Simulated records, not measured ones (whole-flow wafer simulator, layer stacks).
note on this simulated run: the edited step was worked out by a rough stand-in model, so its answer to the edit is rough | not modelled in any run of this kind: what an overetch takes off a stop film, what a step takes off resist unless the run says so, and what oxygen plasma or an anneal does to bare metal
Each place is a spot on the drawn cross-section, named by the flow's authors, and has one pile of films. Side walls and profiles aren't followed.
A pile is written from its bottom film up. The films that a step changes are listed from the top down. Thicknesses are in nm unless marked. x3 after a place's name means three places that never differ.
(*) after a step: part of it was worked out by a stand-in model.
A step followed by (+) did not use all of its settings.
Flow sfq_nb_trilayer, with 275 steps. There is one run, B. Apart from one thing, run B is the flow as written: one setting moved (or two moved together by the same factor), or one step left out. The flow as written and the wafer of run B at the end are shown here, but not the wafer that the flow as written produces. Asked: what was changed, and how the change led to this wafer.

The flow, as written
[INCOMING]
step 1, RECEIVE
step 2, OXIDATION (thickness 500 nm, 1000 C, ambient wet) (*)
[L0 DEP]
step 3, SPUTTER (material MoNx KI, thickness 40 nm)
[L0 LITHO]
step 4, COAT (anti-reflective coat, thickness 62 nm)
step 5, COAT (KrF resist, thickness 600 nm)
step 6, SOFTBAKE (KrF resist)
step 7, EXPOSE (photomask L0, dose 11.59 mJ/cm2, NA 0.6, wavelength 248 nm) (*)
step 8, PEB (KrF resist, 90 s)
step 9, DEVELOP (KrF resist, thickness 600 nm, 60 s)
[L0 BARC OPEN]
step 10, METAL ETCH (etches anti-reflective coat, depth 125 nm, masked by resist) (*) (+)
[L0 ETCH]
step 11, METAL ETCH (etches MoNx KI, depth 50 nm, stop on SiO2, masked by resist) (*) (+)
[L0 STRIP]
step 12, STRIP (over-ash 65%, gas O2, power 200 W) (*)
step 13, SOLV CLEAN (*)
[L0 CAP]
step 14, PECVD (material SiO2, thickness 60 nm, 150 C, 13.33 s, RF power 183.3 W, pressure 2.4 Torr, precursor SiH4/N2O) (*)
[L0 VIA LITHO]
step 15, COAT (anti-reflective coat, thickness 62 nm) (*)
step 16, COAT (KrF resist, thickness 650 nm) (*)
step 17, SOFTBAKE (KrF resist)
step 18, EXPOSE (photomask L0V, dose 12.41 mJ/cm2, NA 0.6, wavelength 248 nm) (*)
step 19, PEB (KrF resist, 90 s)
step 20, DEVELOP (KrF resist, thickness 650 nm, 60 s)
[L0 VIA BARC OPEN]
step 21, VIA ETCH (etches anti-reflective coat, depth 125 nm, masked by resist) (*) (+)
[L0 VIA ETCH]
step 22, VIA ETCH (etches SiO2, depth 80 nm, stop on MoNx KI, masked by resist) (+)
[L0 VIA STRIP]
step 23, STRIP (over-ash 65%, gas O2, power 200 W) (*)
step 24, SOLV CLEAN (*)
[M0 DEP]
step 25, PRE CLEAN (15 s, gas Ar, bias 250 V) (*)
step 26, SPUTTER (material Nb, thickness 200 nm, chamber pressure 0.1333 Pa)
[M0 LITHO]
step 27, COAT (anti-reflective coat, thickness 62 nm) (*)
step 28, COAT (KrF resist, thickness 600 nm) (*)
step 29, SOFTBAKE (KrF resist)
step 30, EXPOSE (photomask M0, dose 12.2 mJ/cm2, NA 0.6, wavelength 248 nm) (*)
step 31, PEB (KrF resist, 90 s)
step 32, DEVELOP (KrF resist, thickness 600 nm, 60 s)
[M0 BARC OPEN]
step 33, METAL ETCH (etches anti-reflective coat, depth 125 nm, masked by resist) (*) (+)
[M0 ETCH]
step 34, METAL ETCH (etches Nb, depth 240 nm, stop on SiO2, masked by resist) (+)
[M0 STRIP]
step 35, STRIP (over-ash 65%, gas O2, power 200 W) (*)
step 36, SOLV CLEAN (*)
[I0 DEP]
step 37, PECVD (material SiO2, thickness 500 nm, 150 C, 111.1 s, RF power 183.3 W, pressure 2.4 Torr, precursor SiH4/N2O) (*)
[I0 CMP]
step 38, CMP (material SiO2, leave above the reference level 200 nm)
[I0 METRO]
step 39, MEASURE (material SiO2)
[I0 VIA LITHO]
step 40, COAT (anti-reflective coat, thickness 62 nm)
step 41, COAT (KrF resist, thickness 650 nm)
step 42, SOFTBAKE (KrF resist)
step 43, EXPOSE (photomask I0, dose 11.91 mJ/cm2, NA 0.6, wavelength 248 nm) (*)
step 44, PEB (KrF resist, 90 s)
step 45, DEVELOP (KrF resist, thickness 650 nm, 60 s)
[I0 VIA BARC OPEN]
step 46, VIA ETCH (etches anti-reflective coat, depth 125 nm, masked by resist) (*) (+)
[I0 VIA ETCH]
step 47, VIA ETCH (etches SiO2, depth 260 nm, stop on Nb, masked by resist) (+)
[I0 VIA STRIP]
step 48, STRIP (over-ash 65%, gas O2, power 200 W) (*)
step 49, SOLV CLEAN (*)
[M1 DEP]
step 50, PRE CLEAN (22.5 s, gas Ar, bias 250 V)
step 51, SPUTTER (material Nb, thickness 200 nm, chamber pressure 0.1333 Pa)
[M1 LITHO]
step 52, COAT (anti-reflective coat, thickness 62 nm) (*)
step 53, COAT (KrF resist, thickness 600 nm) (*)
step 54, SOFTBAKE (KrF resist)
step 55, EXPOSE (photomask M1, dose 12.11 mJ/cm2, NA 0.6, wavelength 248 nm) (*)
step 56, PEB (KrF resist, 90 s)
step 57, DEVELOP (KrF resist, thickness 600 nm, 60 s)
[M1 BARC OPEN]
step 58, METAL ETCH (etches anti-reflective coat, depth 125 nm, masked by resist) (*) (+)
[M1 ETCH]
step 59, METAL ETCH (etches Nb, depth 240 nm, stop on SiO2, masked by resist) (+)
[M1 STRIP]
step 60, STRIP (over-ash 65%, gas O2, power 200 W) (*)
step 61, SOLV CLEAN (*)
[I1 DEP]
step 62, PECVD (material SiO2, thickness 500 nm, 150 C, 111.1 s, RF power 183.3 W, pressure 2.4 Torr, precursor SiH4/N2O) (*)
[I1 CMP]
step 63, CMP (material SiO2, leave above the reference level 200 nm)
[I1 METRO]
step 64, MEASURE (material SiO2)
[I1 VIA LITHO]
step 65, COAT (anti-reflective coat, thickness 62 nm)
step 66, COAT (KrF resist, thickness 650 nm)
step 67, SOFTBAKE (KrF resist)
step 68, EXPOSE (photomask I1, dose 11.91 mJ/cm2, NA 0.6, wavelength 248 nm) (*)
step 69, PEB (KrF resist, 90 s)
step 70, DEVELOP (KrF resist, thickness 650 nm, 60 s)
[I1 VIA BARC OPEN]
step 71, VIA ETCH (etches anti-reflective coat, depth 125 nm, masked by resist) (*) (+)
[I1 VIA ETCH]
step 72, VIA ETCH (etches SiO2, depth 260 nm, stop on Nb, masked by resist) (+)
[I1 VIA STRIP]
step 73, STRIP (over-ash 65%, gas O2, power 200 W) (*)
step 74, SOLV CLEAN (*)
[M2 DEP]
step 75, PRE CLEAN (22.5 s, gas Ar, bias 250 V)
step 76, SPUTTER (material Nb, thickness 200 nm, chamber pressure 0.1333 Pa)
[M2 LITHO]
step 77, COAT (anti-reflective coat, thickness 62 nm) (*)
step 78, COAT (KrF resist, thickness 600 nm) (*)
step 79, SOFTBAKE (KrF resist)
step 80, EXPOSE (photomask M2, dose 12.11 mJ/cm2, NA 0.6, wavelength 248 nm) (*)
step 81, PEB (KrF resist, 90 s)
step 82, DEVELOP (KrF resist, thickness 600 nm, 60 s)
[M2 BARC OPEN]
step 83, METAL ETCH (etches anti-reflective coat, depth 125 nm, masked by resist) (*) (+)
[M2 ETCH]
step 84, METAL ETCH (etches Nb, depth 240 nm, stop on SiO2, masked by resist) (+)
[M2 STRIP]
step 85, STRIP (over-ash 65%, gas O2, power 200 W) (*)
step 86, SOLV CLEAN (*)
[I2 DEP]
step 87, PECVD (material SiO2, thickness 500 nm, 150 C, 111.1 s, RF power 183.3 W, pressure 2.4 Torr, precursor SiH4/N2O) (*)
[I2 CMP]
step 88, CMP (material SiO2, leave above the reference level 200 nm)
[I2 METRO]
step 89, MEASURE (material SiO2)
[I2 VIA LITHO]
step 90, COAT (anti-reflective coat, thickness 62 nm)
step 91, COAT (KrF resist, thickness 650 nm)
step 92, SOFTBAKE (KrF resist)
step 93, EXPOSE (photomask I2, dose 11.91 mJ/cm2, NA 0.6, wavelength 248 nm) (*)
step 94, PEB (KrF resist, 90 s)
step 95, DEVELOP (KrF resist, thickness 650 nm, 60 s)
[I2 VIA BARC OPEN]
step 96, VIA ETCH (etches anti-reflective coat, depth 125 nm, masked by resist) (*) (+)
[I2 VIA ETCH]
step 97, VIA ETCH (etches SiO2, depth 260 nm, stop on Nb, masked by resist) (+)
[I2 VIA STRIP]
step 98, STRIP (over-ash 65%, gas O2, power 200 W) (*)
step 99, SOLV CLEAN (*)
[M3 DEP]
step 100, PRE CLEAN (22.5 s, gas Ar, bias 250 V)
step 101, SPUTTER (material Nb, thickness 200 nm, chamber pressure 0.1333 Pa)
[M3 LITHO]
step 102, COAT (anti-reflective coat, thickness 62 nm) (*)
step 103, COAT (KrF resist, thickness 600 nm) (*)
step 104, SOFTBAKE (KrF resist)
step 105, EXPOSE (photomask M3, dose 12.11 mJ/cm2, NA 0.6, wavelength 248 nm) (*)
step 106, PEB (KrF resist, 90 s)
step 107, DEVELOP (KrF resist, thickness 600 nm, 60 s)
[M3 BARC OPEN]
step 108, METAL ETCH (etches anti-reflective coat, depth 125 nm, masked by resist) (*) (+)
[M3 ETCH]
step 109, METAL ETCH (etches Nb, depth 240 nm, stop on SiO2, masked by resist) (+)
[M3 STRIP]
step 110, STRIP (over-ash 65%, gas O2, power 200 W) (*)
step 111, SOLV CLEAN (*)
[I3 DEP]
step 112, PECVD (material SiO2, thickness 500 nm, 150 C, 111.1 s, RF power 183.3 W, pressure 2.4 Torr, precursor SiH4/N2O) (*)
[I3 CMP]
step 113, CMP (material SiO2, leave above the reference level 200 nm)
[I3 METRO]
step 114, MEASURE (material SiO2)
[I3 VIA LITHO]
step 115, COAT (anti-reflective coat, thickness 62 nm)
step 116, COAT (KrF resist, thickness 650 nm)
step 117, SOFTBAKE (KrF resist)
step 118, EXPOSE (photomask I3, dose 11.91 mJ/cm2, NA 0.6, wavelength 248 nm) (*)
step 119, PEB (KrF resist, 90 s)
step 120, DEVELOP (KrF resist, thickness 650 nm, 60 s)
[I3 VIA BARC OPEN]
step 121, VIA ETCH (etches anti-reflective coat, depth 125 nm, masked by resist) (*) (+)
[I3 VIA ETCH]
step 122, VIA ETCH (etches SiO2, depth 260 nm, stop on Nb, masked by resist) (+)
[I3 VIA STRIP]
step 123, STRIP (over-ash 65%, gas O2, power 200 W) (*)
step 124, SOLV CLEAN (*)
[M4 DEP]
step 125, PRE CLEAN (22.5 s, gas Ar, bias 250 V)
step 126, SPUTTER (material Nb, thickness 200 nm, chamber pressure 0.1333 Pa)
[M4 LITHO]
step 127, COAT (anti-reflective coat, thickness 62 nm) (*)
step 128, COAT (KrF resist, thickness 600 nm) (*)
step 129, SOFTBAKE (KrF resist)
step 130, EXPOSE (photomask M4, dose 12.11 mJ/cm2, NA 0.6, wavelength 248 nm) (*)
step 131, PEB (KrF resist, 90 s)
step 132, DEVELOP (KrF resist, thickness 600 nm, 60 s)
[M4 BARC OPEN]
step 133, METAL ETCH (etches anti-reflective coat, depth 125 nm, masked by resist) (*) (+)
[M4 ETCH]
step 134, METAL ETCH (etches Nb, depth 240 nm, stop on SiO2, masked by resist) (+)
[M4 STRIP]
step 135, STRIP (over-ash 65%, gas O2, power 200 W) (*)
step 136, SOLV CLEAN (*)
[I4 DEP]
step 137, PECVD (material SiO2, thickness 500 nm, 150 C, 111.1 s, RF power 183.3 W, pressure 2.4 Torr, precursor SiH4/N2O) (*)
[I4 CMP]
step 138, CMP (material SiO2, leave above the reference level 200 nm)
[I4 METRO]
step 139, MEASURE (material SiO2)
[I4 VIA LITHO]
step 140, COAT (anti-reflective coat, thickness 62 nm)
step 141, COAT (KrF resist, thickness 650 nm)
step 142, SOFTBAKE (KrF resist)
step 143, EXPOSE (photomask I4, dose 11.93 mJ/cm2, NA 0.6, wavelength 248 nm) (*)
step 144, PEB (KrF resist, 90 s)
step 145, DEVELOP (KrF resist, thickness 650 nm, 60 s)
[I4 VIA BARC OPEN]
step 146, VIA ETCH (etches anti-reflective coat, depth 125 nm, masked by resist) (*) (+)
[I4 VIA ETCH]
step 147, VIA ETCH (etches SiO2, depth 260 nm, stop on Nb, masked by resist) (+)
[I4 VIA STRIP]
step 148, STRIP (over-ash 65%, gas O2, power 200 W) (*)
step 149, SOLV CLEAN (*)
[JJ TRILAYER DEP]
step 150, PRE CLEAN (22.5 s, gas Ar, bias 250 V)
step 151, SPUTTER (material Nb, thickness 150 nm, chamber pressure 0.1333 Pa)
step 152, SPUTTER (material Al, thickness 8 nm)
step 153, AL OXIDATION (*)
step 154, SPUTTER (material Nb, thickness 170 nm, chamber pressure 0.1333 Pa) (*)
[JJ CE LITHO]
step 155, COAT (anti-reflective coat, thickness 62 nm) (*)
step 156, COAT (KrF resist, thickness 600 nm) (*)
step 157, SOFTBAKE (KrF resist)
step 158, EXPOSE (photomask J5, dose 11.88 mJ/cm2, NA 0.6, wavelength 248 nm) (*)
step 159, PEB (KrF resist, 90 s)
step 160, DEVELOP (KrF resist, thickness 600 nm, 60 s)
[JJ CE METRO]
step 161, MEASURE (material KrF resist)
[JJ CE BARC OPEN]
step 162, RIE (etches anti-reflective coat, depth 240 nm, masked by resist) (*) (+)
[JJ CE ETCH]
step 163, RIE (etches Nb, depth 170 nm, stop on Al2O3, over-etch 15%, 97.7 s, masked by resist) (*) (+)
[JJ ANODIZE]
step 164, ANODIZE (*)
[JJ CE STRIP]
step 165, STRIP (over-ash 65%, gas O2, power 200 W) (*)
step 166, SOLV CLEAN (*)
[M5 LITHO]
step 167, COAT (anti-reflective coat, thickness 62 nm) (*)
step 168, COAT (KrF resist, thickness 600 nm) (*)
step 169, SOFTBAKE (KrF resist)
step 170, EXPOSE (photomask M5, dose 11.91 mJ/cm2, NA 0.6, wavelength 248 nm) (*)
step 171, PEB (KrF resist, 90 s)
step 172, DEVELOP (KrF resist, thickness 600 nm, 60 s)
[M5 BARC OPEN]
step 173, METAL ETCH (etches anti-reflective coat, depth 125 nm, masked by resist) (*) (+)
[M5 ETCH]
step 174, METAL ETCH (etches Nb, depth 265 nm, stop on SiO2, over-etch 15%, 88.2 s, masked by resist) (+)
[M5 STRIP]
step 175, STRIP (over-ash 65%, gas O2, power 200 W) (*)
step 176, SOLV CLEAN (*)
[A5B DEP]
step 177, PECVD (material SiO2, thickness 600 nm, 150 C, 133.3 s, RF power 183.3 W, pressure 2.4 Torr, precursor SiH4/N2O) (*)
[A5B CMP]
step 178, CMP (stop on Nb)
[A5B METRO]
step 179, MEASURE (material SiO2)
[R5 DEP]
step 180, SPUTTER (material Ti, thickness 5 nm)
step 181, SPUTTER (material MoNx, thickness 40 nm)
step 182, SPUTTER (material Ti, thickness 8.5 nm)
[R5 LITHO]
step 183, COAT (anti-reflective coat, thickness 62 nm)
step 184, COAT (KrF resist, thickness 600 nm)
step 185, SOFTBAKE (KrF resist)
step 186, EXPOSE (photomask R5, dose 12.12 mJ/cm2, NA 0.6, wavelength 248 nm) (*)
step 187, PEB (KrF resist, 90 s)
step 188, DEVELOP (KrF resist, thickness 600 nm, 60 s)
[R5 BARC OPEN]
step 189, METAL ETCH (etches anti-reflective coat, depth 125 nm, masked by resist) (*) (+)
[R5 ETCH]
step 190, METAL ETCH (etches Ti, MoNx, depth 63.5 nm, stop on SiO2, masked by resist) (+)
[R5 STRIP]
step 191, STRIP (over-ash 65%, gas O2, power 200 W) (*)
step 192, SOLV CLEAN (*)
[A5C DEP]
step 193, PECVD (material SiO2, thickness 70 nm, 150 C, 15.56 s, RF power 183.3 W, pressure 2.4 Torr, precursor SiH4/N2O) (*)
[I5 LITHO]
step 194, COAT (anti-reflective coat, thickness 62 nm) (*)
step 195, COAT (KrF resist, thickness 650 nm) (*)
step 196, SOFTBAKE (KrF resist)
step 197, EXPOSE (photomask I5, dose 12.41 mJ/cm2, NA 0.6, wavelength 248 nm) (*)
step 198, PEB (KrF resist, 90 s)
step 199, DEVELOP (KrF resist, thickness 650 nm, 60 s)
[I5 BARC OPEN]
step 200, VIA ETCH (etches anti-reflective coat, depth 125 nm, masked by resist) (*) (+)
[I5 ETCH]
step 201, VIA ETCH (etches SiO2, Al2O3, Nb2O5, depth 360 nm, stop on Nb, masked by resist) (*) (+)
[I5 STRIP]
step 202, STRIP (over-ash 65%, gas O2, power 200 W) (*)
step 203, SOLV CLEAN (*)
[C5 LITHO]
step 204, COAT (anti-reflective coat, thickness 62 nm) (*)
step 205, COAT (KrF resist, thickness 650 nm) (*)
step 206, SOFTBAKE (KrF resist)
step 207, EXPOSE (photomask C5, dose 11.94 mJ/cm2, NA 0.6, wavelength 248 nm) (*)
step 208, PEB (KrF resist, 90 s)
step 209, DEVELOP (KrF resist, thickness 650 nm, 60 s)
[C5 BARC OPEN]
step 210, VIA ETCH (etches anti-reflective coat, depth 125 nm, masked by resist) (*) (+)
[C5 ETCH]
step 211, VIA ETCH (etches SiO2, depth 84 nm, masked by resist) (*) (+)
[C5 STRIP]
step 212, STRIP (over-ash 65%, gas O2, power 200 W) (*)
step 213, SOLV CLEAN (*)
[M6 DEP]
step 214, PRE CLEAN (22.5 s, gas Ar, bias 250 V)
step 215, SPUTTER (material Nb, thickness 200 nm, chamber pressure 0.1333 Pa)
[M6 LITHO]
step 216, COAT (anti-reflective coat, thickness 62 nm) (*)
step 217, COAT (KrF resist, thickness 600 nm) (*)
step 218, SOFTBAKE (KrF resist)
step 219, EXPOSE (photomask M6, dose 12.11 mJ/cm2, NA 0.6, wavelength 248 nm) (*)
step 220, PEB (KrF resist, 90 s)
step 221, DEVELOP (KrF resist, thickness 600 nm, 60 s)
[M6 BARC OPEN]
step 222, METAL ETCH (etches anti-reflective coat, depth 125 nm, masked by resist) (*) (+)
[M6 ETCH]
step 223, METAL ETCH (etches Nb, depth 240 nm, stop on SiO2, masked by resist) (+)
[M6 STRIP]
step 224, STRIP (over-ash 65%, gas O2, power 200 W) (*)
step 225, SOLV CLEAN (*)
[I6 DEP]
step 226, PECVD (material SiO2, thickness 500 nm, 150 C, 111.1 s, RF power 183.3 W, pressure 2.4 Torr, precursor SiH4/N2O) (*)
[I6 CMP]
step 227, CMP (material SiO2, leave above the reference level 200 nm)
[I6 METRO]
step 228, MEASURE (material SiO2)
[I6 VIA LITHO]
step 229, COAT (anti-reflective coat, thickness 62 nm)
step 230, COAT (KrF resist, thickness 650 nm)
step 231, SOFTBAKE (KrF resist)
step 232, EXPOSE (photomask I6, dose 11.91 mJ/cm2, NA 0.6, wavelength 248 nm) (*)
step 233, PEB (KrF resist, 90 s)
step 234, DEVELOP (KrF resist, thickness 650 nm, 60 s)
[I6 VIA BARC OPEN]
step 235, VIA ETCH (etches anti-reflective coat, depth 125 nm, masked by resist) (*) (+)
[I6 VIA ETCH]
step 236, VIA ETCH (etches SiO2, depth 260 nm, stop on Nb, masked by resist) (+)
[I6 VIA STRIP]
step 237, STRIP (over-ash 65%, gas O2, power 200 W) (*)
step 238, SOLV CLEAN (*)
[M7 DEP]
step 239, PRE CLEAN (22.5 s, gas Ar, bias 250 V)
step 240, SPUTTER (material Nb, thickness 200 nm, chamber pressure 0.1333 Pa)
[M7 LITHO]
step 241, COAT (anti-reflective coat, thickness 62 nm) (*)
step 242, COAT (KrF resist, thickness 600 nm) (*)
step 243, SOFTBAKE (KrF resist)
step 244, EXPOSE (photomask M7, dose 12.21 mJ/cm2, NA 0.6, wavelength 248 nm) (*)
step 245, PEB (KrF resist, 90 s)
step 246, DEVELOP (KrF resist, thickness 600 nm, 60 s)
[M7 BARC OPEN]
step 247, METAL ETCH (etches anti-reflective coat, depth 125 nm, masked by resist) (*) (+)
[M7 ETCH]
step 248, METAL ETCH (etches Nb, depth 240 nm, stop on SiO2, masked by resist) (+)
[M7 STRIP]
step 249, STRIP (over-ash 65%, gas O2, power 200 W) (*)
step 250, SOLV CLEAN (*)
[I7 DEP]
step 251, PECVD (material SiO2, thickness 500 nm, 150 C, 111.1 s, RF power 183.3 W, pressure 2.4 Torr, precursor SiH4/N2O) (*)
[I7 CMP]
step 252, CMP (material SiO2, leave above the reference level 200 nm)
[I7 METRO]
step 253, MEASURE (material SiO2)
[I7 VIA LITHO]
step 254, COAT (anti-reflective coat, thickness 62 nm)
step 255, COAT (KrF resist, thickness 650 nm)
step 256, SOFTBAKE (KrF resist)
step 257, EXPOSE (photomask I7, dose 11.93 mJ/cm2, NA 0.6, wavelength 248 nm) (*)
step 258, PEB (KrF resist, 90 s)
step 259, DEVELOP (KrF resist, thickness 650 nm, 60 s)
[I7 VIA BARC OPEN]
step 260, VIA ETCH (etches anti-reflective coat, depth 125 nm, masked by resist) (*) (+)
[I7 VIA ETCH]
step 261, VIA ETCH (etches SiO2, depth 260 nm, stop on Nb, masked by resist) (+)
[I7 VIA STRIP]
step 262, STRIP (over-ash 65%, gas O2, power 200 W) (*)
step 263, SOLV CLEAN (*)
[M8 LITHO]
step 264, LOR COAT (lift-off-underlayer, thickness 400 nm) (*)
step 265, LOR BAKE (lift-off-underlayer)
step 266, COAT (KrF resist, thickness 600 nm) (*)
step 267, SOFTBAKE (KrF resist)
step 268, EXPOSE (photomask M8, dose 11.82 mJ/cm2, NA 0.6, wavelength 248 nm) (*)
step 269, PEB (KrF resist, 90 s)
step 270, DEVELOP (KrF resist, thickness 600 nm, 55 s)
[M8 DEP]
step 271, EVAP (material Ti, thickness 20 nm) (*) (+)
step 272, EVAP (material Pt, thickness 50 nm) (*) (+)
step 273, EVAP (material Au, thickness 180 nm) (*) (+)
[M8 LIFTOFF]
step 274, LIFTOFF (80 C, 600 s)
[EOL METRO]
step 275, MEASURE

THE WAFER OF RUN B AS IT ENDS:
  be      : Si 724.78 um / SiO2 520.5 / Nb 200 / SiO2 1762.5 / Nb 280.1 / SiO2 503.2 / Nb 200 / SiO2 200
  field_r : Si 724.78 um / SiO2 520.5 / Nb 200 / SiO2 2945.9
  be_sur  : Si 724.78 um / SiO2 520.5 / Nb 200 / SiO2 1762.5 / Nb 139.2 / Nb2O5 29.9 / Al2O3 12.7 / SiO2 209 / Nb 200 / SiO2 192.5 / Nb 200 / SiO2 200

The reason: step 14, PECVD: thickness 25.5 nm was run, while the flow as written has thickness 60 nm; step 14, PECVD: 5.667 s was run, where the flow has 13.33 s.

Step by step, how the change led to this:
  step 14, PECVD (material SiO2, thickness 60 nm, 150 C, 13.33 s, RF power 183.3 W, pressure 2.4 Torr, precursor SiH4/N2O) (*)
      v_sur, via_wl, via_w and 97 more: SiO2 gains 25.5 (as written it would have been: SiO2 gains 60)
      field_l, l0_sur, l0v, l0r_line_l, l0r_line_c, l0r_line_r: SiO2 gains 25.5 (new film) (as written it would have been: SiO2 gains 60 (new film))
  step 22, VIA ETCH (etches SiO2, depth 80 nm, stop on MoNx KI, masked by resist) (+)
      field_l, v_sur, via_wl and 102 more: KrF resist loses 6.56 (as written it would have been: KrF resist loses 13.8)
      l0v: SiO2 loses 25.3 (all of it) (as written it would have been: SiO2 loses 59.8 (all of it))
  step 26, SPUTTER (material Nb, thickness 200 nm, chamber pressure 0.1333 Pa)
      l0v: Nb gains 200 (new film) (as written it would have been: Nb gains 195.7 (new film))
  step 27, COAT (anti-reflective coat, thickness 62 nm) (*)
      l0_sur: anti-reflective coat gains 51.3 (new film) (as written it would have been: anti-reflective coat gains 47.5 (new film))
      l0v: anti-reflective coat gains 67.4 (new film) (as written it would have been: anti-reflective coat gains 78 (new film))
  step 28, COAT (KrF resist, thickness 600 nm) (*)
      l0v: KrF resist gains 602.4 (new film) (as written it would have been: KrF resist gains 622.9 (new film))
  step 35, STRIP (over-ash 65%, gas O2, power 200 W) (*)
      l0_sur: KrF resist loses 373.9 (all of it), anti-reflective coat loses 51.3 (all of it) (as written it would have been: KrF resist loses 372 (all of it), anti-reflective coat loses 47.5 (all of it))
      l0v: KrF resist loses 384.8 (all of it), anti-reflective coat loses 67.4 (all of it) (as written it would have been: KrF resist loses 405.3 (all of it), anti-reflective coat loses 78 (all of it))
  step 38, CMP (material SiO2, leave above the reference level 200 nm)
      l0v: SiO2 loses 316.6 (as written it would have been: SiO2 loses 277.8)
